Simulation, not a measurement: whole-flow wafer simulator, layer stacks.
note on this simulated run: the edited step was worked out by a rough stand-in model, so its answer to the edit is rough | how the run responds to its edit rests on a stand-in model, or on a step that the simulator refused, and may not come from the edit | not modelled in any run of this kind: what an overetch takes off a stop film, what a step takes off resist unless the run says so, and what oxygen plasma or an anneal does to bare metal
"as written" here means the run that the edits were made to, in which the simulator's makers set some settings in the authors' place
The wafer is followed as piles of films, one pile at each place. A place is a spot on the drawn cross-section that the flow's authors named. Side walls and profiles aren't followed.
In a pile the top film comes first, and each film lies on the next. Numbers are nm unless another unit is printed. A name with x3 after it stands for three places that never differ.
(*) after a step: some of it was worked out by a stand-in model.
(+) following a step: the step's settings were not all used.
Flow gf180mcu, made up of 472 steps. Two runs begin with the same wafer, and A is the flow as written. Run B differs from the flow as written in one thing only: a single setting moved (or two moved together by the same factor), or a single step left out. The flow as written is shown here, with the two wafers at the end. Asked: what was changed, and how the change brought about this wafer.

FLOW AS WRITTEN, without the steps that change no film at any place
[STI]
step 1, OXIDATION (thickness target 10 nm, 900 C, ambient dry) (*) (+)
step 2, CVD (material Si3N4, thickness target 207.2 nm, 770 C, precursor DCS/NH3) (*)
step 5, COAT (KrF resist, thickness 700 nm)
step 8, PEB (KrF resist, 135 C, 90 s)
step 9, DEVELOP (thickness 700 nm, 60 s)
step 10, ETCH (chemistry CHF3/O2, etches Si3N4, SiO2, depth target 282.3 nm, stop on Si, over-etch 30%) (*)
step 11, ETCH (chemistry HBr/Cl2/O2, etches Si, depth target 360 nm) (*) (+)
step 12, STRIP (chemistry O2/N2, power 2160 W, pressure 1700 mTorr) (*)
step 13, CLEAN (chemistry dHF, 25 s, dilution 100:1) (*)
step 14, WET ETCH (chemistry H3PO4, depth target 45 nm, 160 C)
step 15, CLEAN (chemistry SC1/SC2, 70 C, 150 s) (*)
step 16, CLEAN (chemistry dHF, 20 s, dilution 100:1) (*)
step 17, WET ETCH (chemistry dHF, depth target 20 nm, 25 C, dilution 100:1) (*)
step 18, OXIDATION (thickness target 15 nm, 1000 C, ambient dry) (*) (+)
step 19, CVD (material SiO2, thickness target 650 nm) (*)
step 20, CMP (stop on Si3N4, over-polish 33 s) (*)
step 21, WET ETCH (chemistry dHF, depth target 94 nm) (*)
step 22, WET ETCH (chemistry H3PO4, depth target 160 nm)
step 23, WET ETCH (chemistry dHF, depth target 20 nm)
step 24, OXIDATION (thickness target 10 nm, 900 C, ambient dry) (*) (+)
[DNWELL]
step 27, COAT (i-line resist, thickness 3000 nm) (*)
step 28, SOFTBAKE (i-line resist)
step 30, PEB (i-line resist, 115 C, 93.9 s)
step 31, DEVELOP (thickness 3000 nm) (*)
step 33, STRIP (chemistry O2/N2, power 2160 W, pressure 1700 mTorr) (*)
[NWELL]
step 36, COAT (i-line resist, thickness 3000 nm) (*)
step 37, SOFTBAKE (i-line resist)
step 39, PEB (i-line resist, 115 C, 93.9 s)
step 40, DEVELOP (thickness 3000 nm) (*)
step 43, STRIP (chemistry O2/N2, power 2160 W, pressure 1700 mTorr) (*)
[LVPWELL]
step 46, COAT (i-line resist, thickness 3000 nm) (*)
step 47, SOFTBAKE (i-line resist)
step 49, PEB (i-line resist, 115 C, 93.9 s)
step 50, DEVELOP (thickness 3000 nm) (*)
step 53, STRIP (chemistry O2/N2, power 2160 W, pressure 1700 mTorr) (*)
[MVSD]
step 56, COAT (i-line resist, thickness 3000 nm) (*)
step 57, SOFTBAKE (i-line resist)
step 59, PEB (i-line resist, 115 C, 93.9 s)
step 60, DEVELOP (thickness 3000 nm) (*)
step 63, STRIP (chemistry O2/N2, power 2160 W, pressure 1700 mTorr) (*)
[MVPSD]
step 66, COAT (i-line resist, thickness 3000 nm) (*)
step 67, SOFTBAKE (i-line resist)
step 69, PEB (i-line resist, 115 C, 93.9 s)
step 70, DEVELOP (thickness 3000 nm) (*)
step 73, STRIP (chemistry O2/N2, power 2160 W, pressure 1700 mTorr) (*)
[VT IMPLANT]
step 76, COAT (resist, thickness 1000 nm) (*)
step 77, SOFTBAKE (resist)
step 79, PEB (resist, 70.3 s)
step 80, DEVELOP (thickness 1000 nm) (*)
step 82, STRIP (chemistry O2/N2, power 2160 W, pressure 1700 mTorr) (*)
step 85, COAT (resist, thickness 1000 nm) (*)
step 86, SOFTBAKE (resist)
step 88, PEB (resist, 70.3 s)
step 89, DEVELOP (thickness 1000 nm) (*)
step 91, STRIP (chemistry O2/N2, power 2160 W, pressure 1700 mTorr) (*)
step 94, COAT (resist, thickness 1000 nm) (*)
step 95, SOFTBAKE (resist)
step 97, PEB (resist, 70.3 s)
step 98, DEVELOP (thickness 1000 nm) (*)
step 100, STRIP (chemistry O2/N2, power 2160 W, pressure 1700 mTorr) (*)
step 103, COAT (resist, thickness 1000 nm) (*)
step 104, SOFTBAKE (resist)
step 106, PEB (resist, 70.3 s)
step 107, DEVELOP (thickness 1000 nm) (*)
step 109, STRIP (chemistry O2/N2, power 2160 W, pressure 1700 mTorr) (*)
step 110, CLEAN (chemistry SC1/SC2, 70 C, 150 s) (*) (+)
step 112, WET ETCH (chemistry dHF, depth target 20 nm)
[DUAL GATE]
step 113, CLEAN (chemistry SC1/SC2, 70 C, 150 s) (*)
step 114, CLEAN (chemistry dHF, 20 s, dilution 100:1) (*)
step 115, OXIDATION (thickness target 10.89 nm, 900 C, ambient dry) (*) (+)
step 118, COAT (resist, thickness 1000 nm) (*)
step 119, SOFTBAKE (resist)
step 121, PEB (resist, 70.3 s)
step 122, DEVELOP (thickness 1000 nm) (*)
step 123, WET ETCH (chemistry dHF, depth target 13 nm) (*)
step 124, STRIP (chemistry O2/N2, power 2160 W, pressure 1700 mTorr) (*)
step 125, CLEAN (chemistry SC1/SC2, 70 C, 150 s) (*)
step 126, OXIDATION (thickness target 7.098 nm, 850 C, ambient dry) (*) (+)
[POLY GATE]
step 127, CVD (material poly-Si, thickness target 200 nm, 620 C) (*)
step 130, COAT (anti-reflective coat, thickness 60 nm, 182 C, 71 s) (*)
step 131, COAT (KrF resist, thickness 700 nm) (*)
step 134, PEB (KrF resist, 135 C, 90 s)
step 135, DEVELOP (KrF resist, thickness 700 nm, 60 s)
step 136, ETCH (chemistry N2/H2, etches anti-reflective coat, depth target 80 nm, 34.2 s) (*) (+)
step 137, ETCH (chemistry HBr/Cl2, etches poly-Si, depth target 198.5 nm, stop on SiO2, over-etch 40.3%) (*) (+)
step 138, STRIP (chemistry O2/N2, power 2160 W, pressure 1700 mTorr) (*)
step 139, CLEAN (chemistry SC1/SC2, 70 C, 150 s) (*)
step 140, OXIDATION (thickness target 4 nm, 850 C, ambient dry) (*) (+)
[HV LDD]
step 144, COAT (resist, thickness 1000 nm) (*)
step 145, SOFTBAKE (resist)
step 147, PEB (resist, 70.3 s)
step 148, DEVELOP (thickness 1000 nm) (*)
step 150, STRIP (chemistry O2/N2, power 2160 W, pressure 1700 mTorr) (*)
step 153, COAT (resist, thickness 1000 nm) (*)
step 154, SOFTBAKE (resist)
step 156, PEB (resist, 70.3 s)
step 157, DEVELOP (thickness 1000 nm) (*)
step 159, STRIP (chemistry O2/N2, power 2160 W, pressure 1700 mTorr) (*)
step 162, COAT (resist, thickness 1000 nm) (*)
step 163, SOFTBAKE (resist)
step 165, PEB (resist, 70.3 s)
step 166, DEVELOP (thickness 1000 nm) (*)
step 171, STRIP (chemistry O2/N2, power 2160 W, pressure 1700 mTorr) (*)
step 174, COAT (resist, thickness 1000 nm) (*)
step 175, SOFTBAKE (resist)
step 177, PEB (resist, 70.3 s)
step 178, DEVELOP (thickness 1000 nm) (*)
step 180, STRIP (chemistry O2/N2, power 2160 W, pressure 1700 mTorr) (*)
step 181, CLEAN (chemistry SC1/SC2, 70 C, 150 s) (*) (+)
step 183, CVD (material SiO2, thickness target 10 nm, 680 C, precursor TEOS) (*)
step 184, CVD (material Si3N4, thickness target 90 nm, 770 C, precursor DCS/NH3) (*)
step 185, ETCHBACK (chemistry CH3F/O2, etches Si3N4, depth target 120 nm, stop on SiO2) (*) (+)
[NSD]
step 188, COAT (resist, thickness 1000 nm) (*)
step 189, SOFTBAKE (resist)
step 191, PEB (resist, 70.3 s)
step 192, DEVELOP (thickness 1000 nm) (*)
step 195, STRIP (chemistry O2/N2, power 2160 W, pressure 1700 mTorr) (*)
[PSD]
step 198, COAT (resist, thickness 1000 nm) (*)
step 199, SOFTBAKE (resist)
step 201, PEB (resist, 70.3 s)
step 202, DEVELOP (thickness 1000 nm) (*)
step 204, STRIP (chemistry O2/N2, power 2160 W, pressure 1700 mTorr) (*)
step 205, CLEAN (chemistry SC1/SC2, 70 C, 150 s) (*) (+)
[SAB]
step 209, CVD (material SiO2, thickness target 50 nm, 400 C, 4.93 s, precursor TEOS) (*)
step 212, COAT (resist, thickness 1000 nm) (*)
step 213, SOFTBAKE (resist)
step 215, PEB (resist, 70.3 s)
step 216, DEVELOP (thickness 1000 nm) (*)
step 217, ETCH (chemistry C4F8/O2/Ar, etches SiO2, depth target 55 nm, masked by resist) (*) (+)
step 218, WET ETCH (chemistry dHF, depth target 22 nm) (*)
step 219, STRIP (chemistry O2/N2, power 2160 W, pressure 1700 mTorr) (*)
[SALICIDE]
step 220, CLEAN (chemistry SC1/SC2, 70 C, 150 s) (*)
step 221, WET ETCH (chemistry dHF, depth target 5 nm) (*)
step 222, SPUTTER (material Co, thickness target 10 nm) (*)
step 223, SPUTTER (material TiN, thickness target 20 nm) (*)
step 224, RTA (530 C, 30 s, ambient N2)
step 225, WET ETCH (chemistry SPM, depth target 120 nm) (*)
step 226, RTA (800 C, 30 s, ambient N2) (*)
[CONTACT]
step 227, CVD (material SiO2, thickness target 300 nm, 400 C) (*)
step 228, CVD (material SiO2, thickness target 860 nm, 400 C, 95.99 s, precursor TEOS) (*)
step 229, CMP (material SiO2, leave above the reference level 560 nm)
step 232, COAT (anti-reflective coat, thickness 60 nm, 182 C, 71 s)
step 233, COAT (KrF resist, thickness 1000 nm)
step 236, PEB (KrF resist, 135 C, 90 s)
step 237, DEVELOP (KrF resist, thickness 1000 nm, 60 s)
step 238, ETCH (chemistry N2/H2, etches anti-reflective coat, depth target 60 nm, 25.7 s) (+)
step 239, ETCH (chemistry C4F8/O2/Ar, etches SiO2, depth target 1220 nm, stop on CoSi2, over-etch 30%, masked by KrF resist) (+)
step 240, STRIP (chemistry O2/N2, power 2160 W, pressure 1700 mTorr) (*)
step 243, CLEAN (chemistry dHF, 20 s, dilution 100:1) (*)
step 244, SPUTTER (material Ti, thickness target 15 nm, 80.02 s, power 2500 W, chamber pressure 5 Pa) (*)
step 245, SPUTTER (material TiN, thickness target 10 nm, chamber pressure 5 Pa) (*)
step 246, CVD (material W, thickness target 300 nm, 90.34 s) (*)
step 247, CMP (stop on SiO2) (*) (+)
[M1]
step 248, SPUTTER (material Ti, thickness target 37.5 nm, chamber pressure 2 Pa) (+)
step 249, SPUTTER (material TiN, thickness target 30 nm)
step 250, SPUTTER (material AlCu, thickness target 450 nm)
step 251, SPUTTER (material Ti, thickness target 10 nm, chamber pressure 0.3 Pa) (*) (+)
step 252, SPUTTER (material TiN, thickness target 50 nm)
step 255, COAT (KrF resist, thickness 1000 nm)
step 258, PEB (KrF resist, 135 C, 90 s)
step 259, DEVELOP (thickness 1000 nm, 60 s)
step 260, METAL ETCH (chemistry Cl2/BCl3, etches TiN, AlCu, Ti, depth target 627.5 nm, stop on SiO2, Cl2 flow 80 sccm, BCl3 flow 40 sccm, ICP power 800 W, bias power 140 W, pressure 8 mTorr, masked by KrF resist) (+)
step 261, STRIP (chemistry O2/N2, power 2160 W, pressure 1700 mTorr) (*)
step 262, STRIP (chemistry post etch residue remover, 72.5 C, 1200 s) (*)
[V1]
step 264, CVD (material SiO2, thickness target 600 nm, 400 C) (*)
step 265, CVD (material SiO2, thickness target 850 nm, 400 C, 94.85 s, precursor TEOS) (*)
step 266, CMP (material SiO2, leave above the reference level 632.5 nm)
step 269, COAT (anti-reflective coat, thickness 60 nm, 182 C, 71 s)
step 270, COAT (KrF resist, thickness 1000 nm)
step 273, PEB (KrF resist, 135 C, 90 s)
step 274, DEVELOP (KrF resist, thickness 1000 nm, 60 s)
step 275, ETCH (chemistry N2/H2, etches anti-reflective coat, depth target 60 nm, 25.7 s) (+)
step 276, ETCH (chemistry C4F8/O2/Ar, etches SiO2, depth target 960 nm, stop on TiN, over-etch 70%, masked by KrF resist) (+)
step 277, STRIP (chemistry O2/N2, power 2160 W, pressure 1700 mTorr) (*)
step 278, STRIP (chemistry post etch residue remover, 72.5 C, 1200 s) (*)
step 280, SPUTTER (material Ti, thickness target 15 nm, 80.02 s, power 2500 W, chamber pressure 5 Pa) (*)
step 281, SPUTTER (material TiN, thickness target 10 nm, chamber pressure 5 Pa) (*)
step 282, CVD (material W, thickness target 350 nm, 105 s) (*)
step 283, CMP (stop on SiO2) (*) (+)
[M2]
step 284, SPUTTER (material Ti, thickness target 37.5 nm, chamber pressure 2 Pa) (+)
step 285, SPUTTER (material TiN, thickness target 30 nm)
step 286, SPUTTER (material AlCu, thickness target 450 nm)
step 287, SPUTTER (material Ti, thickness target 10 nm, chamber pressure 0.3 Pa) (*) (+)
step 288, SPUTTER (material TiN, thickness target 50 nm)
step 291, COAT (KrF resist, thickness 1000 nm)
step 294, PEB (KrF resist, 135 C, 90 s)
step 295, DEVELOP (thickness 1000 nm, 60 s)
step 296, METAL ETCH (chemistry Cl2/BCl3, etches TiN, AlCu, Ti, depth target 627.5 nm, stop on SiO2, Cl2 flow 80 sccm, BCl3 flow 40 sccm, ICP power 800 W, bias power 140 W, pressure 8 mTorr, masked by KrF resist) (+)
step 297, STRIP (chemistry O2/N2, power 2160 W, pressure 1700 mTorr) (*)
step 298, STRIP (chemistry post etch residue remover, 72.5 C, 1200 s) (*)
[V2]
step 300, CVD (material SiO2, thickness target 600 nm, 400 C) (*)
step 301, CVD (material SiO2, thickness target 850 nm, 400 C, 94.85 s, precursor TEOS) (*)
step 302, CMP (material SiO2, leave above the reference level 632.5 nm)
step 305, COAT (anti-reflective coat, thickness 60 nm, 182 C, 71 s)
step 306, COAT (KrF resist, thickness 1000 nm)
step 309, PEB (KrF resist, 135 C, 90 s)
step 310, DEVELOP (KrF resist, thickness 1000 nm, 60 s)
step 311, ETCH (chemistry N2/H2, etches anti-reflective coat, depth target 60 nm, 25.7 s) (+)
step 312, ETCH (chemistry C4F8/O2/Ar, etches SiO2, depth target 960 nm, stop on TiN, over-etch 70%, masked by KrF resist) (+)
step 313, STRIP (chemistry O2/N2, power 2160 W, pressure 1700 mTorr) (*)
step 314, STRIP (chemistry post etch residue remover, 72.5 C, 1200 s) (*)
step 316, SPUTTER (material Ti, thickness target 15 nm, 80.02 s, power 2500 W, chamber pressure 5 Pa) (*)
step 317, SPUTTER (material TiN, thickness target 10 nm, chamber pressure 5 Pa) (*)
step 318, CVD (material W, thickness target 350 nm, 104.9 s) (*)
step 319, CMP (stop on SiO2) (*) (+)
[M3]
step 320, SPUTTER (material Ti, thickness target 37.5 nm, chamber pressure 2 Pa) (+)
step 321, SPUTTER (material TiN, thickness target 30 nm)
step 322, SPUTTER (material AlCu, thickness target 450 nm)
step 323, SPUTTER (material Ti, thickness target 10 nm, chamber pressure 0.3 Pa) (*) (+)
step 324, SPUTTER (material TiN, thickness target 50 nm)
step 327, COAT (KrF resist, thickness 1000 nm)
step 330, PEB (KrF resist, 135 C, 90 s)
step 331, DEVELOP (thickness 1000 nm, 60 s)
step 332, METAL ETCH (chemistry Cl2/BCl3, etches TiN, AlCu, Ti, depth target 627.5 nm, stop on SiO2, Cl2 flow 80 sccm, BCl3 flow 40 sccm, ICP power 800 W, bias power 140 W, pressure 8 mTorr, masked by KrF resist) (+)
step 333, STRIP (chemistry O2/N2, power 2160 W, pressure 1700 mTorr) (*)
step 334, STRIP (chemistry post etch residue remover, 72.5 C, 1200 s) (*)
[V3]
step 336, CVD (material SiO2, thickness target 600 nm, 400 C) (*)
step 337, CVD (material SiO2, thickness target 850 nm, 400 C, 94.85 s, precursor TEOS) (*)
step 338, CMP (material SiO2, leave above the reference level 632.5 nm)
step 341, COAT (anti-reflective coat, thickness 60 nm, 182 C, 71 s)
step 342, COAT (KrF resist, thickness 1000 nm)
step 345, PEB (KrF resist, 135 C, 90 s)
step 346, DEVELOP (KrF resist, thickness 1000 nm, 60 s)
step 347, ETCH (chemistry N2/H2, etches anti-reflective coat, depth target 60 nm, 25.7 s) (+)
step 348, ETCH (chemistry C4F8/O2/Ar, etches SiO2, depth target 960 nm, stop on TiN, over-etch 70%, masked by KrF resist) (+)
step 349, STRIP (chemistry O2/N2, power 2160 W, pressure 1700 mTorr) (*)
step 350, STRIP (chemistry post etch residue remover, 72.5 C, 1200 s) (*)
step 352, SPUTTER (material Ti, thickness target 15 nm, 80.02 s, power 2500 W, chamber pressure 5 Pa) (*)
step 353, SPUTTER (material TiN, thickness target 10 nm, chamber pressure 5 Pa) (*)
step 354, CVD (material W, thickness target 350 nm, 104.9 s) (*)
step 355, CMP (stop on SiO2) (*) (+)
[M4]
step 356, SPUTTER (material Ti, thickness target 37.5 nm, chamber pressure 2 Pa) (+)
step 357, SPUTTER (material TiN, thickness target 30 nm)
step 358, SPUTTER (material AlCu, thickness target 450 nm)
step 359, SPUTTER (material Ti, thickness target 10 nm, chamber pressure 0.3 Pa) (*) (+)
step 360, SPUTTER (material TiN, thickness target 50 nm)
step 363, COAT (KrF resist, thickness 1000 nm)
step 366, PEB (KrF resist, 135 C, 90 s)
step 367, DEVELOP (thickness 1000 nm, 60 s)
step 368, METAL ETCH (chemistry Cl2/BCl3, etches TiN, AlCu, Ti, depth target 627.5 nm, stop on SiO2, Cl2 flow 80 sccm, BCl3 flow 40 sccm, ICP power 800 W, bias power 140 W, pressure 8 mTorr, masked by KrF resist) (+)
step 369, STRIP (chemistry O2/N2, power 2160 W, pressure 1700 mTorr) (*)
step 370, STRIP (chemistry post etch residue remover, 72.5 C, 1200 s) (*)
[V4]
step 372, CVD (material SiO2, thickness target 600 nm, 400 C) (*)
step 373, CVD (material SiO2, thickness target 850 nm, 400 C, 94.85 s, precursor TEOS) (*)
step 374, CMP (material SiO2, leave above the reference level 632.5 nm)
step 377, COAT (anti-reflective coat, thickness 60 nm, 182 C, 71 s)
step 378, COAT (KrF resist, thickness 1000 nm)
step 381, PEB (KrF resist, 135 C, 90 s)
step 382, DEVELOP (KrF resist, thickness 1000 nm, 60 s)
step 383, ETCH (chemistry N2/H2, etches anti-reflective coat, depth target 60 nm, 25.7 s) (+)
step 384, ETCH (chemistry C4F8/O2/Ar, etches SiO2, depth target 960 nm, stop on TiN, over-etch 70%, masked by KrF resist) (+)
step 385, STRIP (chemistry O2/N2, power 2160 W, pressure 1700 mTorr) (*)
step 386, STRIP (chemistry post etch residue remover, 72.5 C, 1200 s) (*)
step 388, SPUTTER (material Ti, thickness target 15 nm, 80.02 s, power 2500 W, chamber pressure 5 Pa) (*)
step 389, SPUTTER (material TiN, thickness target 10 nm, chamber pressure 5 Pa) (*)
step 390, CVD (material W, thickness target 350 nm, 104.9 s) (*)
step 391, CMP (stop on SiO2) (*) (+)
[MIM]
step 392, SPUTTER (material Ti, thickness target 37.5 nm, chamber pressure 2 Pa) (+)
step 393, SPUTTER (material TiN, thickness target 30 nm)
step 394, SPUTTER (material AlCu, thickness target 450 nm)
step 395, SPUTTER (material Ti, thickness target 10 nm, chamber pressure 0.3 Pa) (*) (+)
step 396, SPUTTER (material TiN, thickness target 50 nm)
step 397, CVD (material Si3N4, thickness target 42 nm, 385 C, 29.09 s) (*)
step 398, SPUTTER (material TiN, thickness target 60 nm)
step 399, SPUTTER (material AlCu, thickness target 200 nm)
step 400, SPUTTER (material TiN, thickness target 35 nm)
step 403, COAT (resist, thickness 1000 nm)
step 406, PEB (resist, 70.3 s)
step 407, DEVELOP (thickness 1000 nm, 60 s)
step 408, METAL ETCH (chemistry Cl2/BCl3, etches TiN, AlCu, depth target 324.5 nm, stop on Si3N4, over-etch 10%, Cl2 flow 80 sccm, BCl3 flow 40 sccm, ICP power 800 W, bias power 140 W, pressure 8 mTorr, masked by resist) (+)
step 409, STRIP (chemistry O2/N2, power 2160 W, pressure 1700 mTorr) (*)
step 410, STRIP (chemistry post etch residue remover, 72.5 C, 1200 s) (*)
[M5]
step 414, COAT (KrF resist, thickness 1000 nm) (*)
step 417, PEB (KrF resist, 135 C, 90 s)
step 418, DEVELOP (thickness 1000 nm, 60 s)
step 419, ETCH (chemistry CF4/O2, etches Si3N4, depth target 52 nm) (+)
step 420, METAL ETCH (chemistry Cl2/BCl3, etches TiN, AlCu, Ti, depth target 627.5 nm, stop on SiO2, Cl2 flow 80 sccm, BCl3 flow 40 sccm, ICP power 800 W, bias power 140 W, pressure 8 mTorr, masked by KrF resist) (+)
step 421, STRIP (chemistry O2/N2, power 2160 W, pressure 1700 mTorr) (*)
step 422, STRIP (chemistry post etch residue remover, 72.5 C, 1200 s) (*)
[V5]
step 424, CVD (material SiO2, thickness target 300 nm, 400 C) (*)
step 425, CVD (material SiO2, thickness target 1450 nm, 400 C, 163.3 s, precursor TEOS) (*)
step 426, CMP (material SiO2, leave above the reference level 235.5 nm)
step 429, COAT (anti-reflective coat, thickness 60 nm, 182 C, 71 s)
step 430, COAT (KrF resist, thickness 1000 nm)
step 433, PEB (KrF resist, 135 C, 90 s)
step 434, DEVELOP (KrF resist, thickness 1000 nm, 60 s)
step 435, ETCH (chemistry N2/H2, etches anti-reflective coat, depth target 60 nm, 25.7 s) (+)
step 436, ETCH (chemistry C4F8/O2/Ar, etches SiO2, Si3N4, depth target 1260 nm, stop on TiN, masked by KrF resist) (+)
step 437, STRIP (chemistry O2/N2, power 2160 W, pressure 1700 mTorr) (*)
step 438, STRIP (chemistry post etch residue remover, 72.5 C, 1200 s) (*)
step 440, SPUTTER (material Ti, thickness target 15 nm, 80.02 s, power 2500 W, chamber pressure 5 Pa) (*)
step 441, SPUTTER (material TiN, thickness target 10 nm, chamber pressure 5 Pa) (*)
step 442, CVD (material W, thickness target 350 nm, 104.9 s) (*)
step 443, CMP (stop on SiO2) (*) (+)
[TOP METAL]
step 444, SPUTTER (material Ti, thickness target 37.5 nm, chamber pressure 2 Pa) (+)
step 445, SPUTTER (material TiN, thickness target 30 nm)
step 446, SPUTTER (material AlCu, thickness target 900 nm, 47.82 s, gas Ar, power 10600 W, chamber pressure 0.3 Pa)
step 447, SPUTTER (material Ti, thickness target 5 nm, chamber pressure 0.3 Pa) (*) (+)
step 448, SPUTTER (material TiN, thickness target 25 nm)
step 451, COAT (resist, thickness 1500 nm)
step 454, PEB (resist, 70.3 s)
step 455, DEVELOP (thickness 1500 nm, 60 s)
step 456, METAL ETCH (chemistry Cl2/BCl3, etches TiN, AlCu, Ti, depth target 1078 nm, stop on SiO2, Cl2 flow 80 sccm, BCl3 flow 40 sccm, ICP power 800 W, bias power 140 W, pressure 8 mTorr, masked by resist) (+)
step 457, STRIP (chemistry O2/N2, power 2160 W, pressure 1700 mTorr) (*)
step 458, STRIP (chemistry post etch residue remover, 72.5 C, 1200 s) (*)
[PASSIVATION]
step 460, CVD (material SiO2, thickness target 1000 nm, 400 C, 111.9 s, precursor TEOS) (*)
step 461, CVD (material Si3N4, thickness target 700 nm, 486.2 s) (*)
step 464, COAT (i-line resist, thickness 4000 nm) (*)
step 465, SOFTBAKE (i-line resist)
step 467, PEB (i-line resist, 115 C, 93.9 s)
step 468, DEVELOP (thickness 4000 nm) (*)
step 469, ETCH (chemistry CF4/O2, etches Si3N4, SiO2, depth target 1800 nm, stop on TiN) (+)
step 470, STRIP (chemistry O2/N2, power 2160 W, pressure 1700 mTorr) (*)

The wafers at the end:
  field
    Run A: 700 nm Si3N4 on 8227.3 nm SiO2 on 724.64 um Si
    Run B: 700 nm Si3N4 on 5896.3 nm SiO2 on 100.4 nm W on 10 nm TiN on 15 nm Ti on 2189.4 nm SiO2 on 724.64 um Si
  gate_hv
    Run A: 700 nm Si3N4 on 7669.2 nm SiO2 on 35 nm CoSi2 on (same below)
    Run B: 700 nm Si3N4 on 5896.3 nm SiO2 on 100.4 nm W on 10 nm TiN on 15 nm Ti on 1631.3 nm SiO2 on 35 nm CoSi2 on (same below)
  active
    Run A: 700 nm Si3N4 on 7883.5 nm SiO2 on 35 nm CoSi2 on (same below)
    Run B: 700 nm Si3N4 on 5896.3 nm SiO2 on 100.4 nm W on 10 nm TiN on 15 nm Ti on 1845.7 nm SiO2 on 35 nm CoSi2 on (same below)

Cause: step 265, CVD: thickness target 382 nm was run, though the flow has thickness target 850 nm; step 265, CVD: 42.68 s was run, where the flow has 94.85 s.

Step by step, how the change led to this:
  step 265, CVD (material SiO2, thickness target 850 nm, 400 C, 94.85 s, precursor TEOS) (*)
      field, field__w1, field__w2 and 108 more: A +850 SiO2 | B +392.4 SiO2
  step 266, CMP (material SiO2, leave above the reference level 632.5 nm)
      field, field__w1, field__w2 and 99 more: A -300 SiO2 | B nothing
      field__w8, contact, m1 and 6 more: A -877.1 SiO2 | B -419.5 SiO2
  step 269, COAT (anti-reflective coat, thickness 60 nm, 182 C, 71 s)
      field: A +60 anti-reflective coat (new film) | B +127.1 anti-reflective coat (new film)
      field__w1: A +60 anti-reflective coat (new film) | B +88.2 anti-reflective coat (new film)
      (and at 20 other places as well)
  step 270, COAT (KrF resist, thickness 1000 nm)
      field: A +1000 KrF resist (new film) | B +973.3 KrF resist (new film)
      field__w1: A +1000 KrF resist (new film) | B +974.8 KrF resist (new film)
      (and at 10 other places as well)
  step 273, PEB (KrF resist, 135 C, 90 s)
      contact: A -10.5 KrF resist | B -9.22 KrF resist
      m1: A -10.5 KrF resist | B -8.91 KrF resist
      (and at 3 other places as well)
  step 274, DEVELOP (KrF resist, thickness 1000 nm, 60 s)
      contact: A -989.5 KrF resist (all of it) | B -906.7 KrF resist (all of it)
  step 275, ETCH (chemistry N2/H2, etches anti-reflective coat, depth target 60 nm, 25.7 s) (+)
      contact: A -60 anti-reflective coat (all of it), -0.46 SiO2 | B -21.2 anti-reflective coat (all of it), -1.46 SiO2
  step 277, STRIP (chemistry O2/N2, power 2160 W, pressure 1700 mTorr) (*)
      field: A -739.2 KrF resist (all of it), -60 anti-reflective coat (all of it) | B -712.7 KrF resist (all of it), -127.1 anti-reflective coat (all of it)
      field__w1: A -739.2 KrF resist (all of it), -60 anti-reflective coat (all of it) | B -714.2 KrF resist (all of it), -88.2 anti-reflective coat (all of it)
      (and at 19 other places as well)
  step 280, SPUTTER (material Ti, thickness target 15 nm, 80.02 s, power 2500 W, chamber pressure 5 Pa) (*)
      contact: A +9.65 Ti (new film) | B +10.6 Ti (new film)
  step 281, SPUTTER (material TiN, thickness target 10 nm, chamber pressure 5 Pa) (*)
      contact: A +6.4 TiN (new film) | B +7.04 TiN (new film)
  step 282, CVD (material W, thickness target 350 nm, 105 s) (*)
      contact: A +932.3 W (new film) | B +773.1 W (new film)
  step 283, CMP (stop on SiO2) (*) (+)
      field, field__w1, field__w2 and 99 more: A -350 W (all of it), -10 TiN (all of it), -15 Ti (all of it), -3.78 SiO2 | B -237.4 W
      field__w8, m1, m1__w1, polyc_n, polyc_n_rim, polyc_p, polyc_p_rim, m1_nw: A -350 W (all of it), -10 TiN (all of it), -15 Ti (all of it), -3.78 SiO2 | B -350 W (all of it), -10 TiN (all of it), -15 Ti (all of it), -20 SiO2
      (and at 1 other place as well)
  step 296, METAL ETCH (chemistry Cl2/BCl3, etches TiN, AlCu, Ti, depth target 627.5 nm, stop on SiO2, Cl2 flow 80 sccm, BCl3 flow 40 sccm, ICP power 800 W, bias power 140 W, pressure 8 mTorr, masked by KrF resist) (+)
      field, field__w1, field__w2 and 99 more: A -50 TiN (all of it), -10 Ti (all of it), -450 AlCu (all of it), -30 TiN (all of it), -37.5 Ti (all of it) | B -50 TiN (all of it), -10 Ti (all of it), -450 AlCu (all of it), -30 TiN (all of it), -37.5 Ti (all of it), -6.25 W
  step 298, STRIP (chemistry post etch residue remover, 72.5 C, 1200 s) (*)
      field, field__w1, field__w2 and 99 more: A nothing | B -6.01 W
  step 300, CVD (material SiO2, thickness target 600 nm, 400 C) (*)
      field, field__w1, field__w2 and 99 more: A +600 SiO2 | B +600 SiO2 (new film)
  step 302, CMP (material SiO2, leave above the reference level 632.5 nm)
      field, field__w1, field__w2 and 99 more: A -300 SiO2 | B -287.7 SiO2
Taking metal films that touch as one body, field has 1 body; the flow as written gives 0 bodies.
Taking metal films that touch as one body, gate_hv has 2 bodies (between them, from the top down: SiO2 1631.3); the flow as written gives 1 body.
Taking metal films that touch as one body, active has 2 bodies (between them, from the top down: SiO2 1845.7); the flow as written gives 1 body.
